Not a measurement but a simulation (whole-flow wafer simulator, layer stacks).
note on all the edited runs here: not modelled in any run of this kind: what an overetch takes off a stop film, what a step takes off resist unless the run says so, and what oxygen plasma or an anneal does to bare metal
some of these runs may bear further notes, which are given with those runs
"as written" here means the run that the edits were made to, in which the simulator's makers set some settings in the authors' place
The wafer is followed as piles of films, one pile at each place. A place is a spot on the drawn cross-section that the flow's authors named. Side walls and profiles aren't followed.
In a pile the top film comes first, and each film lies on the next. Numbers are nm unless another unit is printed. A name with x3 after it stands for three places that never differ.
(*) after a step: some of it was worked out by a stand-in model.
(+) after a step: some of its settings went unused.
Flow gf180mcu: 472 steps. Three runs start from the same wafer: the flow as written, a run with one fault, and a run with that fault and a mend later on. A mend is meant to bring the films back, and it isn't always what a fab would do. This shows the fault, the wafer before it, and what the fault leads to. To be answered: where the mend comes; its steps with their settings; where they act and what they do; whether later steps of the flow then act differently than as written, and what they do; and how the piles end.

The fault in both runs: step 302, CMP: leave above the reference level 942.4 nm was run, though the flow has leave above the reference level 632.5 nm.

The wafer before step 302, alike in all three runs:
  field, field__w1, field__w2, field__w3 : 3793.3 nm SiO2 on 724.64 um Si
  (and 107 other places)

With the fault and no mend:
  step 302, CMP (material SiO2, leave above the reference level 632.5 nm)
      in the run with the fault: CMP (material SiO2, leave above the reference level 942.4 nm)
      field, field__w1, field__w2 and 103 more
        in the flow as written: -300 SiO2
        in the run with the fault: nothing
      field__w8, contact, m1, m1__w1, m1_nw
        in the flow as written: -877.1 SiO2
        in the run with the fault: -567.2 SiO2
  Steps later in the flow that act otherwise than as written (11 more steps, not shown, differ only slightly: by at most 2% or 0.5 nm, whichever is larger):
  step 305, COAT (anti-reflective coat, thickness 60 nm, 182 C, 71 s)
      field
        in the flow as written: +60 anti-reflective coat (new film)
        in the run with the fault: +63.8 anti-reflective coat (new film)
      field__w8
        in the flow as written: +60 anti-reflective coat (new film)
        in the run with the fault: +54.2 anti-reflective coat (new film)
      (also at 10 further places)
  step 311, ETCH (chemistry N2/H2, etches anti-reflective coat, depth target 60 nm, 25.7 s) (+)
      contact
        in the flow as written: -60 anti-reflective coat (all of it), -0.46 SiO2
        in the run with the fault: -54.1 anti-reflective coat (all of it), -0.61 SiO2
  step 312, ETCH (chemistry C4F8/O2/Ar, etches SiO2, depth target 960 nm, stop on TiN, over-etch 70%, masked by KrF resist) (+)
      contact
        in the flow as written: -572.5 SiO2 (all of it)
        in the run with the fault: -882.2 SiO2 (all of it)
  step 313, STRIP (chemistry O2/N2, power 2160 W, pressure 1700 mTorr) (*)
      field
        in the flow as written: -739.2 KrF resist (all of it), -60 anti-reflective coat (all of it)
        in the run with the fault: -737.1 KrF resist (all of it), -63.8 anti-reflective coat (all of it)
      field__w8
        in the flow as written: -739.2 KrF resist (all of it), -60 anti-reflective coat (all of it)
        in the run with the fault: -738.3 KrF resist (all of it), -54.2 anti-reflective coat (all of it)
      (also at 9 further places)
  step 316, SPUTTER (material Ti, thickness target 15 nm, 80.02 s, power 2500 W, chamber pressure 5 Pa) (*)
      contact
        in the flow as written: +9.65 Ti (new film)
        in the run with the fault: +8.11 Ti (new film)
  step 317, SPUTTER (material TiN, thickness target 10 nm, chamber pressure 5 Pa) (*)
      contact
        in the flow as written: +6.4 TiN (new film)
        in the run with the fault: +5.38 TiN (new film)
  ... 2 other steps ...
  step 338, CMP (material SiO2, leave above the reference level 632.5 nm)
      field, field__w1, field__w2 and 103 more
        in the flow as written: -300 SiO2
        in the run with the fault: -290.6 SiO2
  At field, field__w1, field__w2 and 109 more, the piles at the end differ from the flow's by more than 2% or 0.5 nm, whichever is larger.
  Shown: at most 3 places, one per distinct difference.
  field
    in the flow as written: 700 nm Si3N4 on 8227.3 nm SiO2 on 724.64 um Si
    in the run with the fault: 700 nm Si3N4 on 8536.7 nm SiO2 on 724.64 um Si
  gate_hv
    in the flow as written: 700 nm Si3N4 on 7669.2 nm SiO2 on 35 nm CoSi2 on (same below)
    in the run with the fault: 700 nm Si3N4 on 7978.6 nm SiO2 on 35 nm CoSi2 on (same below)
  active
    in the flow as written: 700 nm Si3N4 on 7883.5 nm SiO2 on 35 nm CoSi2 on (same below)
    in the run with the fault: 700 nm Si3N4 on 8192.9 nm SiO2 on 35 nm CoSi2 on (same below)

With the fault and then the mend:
  After step 302 comes the mend.
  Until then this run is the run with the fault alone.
  step 302a, CMP (material SiO2, leave above the reference level 632.5 nm) (the flow's step 302, run once more)
      field, field__w1, field__w2 and 103 more
        -300 SiO2
      field__w8, contact, m1, m1__w1, m1_nw
        -309.9 SiO2
  Every later step of the flow that is run acts as written at every place that is followed.
  The piles end the same as the flow's at every place that both follow.
